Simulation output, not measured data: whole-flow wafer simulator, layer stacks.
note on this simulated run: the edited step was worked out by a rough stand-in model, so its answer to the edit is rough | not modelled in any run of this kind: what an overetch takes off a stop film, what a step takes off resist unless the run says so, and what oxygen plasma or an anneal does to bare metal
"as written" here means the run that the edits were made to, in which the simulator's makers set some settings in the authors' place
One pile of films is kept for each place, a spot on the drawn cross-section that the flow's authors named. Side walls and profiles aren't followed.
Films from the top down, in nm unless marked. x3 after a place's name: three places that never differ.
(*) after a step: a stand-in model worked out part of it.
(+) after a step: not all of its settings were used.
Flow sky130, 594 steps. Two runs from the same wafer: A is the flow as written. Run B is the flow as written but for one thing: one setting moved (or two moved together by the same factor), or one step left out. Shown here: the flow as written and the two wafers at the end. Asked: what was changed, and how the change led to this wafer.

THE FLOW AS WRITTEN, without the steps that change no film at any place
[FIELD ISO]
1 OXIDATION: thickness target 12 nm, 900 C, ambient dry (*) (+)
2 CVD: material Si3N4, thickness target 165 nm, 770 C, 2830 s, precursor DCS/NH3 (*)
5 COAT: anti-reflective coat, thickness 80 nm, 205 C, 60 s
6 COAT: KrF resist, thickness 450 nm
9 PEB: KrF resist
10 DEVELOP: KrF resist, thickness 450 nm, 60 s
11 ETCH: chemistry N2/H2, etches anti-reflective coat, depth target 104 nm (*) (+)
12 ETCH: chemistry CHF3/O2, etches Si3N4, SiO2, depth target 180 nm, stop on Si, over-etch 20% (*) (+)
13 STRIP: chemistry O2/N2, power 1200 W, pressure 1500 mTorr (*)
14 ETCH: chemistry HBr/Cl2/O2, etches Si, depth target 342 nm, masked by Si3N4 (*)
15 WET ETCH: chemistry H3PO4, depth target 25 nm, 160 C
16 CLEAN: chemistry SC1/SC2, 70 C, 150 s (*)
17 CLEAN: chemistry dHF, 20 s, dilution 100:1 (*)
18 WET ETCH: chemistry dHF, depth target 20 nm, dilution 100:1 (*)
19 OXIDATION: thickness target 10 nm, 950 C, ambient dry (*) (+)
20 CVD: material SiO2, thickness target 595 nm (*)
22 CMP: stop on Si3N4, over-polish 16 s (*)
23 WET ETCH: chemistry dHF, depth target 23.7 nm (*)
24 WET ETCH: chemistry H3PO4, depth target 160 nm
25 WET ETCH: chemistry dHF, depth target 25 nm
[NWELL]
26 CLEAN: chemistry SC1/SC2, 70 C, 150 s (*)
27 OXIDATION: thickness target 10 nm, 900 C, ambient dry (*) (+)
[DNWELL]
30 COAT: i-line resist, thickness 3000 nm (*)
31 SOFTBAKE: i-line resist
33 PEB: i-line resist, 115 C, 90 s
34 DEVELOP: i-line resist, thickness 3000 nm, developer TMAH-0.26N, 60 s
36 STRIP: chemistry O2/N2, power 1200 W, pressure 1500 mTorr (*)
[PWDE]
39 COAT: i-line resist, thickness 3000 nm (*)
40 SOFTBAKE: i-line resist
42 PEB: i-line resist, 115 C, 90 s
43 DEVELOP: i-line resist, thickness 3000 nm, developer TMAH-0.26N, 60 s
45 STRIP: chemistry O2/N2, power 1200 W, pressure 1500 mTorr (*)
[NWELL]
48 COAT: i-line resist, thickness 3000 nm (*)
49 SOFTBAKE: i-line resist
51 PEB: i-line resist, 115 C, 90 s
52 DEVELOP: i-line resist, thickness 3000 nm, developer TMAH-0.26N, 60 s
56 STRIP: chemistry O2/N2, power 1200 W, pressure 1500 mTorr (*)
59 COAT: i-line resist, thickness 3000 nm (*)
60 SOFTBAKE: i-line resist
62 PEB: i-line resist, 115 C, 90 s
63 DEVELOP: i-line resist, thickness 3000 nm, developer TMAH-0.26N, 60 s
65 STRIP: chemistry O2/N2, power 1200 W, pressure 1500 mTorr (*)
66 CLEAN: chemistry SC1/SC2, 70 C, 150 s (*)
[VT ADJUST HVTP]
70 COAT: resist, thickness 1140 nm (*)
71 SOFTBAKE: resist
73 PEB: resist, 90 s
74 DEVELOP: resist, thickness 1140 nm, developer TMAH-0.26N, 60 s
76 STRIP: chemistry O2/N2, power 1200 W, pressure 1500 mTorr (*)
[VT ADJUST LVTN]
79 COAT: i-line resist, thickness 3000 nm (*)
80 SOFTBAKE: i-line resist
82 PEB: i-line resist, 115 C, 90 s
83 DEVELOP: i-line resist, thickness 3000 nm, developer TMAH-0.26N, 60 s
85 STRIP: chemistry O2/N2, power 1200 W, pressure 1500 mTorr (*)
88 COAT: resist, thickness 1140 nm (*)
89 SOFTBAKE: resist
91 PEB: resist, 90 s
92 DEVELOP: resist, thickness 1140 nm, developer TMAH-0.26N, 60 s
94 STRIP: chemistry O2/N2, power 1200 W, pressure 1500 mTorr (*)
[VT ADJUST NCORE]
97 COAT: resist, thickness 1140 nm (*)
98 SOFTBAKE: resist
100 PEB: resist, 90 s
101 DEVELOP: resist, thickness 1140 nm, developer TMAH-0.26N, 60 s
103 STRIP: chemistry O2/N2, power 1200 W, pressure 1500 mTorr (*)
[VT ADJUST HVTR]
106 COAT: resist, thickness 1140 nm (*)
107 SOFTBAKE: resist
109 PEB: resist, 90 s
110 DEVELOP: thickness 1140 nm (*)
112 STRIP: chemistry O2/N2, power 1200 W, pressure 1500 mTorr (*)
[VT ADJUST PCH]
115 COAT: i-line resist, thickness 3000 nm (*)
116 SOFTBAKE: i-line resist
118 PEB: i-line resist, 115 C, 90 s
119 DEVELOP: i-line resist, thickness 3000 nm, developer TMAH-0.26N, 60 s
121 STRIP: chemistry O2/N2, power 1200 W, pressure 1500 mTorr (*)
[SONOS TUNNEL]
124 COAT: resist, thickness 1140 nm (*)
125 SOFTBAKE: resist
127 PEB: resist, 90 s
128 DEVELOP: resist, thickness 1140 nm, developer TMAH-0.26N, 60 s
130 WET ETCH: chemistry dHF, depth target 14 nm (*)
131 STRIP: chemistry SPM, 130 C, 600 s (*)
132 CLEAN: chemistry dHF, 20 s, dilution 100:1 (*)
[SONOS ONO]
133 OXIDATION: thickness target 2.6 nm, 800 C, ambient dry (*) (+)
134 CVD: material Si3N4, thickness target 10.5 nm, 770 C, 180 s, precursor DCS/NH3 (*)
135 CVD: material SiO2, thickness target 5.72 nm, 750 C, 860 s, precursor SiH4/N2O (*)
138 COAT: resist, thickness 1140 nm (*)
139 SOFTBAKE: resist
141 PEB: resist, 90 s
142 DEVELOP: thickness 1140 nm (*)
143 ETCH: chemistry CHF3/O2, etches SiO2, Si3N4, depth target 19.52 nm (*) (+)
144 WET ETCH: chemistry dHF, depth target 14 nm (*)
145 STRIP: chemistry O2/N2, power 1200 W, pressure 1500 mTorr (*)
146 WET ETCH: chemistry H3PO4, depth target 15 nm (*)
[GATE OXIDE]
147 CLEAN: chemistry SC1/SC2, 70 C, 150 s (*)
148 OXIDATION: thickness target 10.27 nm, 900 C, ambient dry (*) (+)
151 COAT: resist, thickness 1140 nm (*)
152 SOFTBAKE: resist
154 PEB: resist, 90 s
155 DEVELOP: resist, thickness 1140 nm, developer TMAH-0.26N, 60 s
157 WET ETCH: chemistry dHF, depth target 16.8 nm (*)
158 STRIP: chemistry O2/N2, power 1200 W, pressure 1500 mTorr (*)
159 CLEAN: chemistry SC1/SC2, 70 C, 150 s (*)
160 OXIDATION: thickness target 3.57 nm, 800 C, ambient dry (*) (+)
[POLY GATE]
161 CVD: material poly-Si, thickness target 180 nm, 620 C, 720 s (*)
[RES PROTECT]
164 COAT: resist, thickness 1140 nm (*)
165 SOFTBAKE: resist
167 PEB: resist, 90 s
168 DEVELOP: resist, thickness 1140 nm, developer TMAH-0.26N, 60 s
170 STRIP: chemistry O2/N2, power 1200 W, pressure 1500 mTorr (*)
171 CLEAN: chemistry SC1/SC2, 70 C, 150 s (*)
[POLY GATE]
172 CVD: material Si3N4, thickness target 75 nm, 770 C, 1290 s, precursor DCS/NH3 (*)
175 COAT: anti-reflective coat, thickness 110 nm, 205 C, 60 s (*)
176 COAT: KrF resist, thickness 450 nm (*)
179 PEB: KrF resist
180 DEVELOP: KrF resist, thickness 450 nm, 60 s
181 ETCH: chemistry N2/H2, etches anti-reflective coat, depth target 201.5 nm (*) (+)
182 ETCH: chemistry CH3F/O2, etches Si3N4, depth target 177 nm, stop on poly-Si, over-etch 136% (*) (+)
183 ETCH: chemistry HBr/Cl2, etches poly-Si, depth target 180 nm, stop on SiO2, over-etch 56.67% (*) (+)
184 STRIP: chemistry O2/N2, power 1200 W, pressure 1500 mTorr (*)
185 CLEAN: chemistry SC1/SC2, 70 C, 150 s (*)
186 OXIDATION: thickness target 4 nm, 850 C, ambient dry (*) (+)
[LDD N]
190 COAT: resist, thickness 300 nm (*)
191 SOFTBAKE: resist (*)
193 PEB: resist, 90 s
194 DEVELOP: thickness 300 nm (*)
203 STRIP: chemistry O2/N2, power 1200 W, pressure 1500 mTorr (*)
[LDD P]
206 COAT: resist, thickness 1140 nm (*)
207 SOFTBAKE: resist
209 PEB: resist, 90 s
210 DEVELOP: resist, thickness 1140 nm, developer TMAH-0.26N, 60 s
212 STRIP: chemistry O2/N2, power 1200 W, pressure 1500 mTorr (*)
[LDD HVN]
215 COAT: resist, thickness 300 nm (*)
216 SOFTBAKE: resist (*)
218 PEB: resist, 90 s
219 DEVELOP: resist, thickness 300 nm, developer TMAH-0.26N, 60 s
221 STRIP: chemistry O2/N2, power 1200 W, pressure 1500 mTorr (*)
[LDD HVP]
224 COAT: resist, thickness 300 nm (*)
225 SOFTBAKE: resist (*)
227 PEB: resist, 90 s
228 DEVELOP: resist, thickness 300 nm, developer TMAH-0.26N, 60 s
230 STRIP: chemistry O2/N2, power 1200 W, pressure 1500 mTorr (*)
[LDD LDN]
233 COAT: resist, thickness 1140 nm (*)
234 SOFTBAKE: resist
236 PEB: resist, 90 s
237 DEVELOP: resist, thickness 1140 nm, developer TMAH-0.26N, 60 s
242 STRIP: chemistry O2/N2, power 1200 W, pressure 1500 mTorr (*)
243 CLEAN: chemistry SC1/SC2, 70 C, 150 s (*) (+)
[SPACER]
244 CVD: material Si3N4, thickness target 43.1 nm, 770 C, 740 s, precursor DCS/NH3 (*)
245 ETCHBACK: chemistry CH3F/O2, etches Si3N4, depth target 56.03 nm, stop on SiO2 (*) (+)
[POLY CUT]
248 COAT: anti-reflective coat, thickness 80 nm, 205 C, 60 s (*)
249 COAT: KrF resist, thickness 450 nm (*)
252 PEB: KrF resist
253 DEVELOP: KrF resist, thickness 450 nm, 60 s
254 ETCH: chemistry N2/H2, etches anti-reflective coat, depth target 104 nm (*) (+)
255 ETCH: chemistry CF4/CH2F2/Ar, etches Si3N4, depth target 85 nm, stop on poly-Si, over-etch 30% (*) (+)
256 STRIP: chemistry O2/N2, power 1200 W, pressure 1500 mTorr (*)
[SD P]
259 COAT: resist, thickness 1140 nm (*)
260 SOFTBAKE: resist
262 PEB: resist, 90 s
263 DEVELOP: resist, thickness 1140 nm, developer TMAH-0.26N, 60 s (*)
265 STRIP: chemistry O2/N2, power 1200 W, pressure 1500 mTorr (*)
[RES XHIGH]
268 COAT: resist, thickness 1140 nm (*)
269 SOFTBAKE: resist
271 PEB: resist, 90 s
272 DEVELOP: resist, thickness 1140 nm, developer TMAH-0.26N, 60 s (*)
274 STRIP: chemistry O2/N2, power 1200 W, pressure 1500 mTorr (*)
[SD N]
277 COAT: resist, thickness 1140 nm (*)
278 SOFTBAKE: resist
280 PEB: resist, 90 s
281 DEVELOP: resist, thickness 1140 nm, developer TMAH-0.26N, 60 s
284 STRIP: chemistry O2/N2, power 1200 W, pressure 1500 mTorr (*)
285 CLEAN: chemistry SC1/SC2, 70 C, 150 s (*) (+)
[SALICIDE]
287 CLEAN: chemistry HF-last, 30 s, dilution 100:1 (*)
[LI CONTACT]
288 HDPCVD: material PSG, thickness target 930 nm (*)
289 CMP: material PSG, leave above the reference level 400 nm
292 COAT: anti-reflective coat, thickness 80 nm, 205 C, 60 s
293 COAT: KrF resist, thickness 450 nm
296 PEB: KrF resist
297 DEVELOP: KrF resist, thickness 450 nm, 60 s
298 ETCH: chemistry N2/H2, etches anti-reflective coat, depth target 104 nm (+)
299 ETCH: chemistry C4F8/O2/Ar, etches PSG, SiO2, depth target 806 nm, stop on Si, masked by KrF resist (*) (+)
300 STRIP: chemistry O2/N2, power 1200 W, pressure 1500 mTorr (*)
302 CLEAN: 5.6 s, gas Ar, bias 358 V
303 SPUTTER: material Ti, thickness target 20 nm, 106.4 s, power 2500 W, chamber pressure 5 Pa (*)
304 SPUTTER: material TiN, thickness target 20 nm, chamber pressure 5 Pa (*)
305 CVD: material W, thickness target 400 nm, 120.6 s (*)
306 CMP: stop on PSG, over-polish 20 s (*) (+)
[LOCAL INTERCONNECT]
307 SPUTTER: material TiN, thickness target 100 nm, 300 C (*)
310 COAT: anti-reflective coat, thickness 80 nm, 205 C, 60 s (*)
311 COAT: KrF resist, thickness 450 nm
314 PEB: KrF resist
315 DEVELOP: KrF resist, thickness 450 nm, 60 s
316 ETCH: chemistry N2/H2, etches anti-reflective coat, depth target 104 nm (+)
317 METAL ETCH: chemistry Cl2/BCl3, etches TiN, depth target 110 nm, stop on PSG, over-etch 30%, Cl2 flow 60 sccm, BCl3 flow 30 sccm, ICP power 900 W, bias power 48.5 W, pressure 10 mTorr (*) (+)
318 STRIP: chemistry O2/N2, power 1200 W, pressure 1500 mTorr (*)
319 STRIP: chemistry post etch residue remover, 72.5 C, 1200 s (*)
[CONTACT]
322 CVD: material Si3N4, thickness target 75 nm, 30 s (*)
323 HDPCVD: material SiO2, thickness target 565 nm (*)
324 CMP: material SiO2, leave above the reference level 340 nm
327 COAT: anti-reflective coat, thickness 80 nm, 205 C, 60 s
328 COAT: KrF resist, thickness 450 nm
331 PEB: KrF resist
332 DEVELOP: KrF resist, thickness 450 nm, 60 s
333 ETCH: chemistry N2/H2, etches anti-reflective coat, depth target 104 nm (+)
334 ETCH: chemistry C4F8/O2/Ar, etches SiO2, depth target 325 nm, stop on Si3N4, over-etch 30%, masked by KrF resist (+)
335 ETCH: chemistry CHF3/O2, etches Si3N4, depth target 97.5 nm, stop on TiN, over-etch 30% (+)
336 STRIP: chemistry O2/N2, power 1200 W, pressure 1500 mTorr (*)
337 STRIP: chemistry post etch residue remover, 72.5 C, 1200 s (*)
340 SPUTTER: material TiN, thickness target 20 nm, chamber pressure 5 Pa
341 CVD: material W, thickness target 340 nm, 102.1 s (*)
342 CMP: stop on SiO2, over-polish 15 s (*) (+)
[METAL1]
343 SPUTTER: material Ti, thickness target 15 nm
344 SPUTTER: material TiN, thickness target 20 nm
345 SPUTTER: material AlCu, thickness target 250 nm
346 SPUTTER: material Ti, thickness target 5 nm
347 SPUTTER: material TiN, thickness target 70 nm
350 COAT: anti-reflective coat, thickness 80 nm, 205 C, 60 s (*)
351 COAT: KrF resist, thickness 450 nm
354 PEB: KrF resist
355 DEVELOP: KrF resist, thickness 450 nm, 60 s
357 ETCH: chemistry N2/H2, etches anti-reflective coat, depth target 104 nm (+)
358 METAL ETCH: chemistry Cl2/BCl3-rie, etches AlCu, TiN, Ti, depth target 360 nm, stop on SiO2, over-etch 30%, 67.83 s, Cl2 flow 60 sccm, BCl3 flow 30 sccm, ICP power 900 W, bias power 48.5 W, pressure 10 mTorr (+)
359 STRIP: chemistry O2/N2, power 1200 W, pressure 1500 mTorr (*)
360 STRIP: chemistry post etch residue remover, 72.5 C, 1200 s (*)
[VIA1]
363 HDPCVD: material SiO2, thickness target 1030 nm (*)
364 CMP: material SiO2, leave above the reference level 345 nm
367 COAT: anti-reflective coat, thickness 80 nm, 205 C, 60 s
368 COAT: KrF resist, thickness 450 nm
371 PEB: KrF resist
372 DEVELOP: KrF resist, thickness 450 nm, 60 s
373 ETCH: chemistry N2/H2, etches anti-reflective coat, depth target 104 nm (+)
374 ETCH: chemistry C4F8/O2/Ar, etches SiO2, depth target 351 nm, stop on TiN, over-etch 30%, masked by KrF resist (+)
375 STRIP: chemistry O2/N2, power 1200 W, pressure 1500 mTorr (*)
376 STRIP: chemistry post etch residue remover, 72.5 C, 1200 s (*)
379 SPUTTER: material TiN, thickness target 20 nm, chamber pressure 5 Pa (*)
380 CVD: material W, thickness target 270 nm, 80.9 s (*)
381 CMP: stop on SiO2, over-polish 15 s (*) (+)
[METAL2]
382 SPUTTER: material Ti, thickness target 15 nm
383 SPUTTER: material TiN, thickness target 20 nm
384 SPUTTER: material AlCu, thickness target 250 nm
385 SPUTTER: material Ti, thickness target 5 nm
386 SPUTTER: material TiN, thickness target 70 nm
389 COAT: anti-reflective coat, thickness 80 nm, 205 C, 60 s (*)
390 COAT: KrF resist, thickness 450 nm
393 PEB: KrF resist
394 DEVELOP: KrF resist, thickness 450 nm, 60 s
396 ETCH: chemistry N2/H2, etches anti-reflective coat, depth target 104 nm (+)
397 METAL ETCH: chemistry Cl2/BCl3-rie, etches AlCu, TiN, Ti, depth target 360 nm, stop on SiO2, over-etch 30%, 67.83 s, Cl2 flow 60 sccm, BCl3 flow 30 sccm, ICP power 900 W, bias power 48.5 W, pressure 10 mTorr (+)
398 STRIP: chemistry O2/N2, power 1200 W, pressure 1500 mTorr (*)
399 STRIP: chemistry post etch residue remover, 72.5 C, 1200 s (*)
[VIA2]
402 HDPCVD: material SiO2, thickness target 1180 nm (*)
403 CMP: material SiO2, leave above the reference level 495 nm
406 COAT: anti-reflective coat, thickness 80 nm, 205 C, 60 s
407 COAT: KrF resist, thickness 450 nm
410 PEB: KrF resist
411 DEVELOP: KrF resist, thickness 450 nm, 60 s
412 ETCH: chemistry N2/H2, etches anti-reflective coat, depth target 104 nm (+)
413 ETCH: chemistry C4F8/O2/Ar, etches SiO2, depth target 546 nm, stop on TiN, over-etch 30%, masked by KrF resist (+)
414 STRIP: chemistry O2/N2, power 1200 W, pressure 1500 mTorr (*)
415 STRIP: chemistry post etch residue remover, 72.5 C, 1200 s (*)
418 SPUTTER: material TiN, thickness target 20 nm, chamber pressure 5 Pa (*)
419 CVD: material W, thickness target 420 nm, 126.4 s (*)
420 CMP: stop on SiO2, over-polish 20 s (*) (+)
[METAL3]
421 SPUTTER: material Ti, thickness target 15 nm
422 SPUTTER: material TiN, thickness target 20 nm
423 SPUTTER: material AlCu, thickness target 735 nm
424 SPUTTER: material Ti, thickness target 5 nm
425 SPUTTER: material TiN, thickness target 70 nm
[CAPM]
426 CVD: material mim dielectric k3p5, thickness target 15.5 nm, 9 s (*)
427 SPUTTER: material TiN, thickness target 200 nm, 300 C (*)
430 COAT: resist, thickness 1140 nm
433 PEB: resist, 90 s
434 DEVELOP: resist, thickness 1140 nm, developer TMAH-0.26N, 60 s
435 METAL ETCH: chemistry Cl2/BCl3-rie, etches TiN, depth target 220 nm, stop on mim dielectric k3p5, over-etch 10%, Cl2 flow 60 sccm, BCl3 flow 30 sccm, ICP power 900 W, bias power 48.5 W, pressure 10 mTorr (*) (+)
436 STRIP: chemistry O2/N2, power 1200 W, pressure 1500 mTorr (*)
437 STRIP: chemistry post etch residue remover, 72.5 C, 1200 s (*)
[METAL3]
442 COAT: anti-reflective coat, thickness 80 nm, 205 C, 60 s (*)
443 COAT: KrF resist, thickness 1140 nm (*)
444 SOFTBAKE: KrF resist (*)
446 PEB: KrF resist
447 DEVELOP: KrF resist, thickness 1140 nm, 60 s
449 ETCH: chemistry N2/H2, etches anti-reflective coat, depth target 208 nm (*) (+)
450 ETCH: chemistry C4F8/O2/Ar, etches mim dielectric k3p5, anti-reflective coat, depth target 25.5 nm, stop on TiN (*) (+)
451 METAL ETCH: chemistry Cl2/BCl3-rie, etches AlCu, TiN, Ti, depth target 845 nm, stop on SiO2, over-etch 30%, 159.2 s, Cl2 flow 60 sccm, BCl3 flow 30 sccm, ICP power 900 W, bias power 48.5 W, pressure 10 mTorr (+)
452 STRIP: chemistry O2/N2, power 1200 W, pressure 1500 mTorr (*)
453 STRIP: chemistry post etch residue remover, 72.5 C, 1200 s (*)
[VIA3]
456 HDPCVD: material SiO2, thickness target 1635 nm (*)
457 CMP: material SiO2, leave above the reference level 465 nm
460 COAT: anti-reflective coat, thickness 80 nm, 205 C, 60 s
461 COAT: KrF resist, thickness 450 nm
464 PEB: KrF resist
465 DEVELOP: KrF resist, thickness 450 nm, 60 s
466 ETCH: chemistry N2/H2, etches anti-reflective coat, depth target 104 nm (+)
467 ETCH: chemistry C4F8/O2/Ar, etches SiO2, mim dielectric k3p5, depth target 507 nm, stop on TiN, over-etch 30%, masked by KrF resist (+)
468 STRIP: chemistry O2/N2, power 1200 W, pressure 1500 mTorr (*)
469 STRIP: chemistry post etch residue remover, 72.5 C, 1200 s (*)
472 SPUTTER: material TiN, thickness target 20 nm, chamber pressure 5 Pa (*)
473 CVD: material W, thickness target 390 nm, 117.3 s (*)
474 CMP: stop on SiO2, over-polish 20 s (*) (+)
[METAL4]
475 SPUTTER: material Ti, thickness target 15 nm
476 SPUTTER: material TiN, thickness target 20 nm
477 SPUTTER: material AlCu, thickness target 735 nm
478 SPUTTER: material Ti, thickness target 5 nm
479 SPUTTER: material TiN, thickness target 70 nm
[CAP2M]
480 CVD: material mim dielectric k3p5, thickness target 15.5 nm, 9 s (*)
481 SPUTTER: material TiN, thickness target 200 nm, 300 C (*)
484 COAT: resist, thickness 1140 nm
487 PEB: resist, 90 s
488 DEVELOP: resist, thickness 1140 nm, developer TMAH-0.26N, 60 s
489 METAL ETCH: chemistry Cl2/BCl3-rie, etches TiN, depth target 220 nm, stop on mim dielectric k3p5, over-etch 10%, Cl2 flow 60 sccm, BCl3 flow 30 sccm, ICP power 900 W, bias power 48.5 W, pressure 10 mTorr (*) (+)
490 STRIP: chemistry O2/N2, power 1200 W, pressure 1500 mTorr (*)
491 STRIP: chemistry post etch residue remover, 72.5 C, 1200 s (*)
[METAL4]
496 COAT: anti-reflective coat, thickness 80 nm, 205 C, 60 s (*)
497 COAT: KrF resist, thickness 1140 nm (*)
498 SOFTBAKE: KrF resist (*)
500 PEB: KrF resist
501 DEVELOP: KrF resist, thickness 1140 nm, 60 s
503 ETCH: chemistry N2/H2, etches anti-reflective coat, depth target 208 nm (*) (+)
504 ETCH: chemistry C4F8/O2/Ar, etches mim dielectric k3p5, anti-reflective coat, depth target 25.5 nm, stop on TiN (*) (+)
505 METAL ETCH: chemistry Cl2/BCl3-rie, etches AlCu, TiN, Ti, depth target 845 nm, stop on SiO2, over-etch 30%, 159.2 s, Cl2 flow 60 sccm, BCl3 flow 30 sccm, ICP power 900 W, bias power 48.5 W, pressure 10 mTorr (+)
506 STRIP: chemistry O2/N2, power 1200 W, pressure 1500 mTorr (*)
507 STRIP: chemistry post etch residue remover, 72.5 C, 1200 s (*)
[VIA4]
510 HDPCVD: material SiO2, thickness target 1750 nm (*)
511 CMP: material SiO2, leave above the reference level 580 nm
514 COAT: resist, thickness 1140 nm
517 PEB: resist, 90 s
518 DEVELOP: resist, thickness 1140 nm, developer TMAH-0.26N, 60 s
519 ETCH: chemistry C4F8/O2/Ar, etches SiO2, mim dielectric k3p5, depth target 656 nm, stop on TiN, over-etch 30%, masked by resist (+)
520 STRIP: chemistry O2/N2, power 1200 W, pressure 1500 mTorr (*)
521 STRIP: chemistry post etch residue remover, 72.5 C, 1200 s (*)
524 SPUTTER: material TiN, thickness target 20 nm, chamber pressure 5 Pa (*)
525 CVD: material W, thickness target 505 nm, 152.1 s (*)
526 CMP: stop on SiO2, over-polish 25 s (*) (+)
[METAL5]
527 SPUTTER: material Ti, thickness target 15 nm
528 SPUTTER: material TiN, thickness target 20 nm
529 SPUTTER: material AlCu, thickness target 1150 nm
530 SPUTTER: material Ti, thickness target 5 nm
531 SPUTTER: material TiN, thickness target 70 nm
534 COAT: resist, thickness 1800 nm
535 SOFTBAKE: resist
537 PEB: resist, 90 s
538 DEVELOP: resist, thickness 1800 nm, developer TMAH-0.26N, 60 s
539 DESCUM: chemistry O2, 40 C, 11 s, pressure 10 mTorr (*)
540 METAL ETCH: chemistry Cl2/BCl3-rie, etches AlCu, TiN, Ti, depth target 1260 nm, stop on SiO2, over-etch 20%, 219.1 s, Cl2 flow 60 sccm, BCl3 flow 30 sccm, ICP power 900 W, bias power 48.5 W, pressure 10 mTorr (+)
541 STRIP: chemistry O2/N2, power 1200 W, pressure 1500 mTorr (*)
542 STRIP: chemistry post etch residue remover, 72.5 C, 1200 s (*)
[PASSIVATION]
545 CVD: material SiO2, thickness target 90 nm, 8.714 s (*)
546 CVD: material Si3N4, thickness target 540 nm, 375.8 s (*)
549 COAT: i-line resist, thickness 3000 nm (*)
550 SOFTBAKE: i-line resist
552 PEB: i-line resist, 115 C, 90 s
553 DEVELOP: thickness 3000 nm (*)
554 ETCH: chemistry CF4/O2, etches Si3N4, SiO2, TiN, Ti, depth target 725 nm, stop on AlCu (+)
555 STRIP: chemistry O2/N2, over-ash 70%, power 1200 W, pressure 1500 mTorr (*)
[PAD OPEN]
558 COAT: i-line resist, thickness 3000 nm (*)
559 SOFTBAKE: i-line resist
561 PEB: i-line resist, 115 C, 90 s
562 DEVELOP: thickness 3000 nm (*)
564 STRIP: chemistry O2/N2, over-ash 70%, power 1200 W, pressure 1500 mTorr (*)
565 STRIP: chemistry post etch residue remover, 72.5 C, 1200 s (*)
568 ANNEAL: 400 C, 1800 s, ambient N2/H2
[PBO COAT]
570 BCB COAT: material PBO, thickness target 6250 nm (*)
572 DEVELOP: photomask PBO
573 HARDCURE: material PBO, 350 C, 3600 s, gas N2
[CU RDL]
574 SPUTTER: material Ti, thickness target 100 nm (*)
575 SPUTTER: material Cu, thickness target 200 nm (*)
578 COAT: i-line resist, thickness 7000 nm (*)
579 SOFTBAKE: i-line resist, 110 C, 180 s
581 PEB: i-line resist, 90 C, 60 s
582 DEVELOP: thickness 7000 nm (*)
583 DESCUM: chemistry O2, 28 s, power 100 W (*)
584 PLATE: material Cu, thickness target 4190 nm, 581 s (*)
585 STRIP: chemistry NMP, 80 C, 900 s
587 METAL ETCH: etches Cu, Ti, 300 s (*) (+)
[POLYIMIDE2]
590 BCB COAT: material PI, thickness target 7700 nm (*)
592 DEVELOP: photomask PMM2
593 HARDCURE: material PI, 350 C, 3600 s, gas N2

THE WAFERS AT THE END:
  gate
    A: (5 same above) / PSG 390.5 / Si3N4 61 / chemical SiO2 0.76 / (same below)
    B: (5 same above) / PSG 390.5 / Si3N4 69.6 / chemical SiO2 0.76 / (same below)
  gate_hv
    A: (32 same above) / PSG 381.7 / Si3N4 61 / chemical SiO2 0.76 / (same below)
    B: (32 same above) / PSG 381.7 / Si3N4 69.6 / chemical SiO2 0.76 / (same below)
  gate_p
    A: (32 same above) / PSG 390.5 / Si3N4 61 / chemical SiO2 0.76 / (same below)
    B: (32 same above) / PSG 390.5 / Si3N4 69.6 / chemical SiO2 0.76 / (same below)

The cause: step 244, CVD: thickness target 51.7 nm was run, where the flow has thickness target 43.1 nm.

How the change led to this, step by step:
  244 CVD: material Si3N4, thickness target 43.1 nm, 770 C, 740 s, precursor DCS/NH3 (*)
      field, active, p_well and 101 more: A Si3N4 +43.1 (new film) | B Si3N4 +51.7 (new film)
      n_well, gate, gate_hv and 74 more: A Si3N4 +43.1 | B Si3N4 +51.7
  245 ETCHBACK: chemistry CH3F/O2, etches Si3N4, depth target 56.03 nm, stop on SiO2 (*) (+)
      field, active, p_well and 101 more: A Si3N4 -43.1 (all of it), SiO2 -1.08 | B Si3N4 -51.7 (all of it), SiO2 -0.36
  248 COAT: anti-reflective coat, thickness 80 nm, 205 C, 60 s (*)
      active_p, active_p_hvt: A anti-reflective coat +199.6 (new film) | B anti-reflective coat +204 (new film)
      active: A anti-reflective coat +212.8 (new film) | B anti-reflective coat +218.8 (new film)
      (and at 67 more places)
  249 COAT: KrF resist, thickness 450 nm (*)
      poly_dn: A KrF resist +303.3 (new film) | B KrF resist +295.5 (new film)
      gate_len: A KrF resist +348.1 (new film) | B KrF resist +340.3 (new film)
      (and at 5 more places)
  254 ETCH: chemistry N2/H2, etches anti-reflective coat, depth target 104 nm (*) (+)
      rxpo_ln: A anti-reflective coat -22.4 (all of it), Si3N4 -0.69 | B anti-reflective coat -24.9 (all of it), Si3N4 -0.64
  255 ETCH: chemistry CF4/CH2F2/Ar, etches Si3N4, depth target 85 nm, stop on poly-Si, over-etch 30% (*) (+)
      field, active, n_well and 180 more: A KrF resist -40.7 | B KrF resist -42.5
      rpo_wd, rxpo_wd: A Si3N4 -61.6 (all of it), chemical SiO2 -0.75 (all of it) | B Si3N4 -70.2 (all of it), chemical SiO2 -0.75 (all of it)
      (and at 5 more places)
  256 STRIP: chemistry O2/N2, power 1200 W, pressure 1500 mTorr (*)
      active: A KrF resist -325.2 (all of it), anti-reflective coat -212.8 (all of it) | B KrF resist -321.2 (all of it), anti-reflective coat -218.8 (all of it)
      n_well: A KrF resist -262.3 (all of it), anti-reflective coat -3 (all of it) | B KrF resist -254.8 (all of it), anti-reflective coat -3 (all of it)
      (and at 75 more places)
  289 CMP: material PSG, leave above the reference level 400 nm
      mim, vpp_sp, vpp_ln and 30 more: A PSG -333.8 | B PSG -325.9
      active, p_well, sd_n and 19 more: A PSG -285.8 | B PSG -277.9
      (and at 51 more places)
  299 ETCH: chemistry C4F8/O2/Ar, etches PSG, SiO2, depth target 806 nm, stop on Si, masked by KrF resist (*) (+)
      contact, ndiff_licon, ndiff_licon_cpp: A PSG -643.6 (all of it), SiO2 -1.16 (all of it) | B PSG -651.4 (all of it), SiO2 -1.87 (all of it)
      poly_licon, rpo_hd_licon: A PSG -411.9 (all of it) | B PSG -420.5 (all of it)
  306 CMP: stop on PSG, over-polish 20 s (*) (+)
      poly_licon: A W -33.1 | B W -24.5
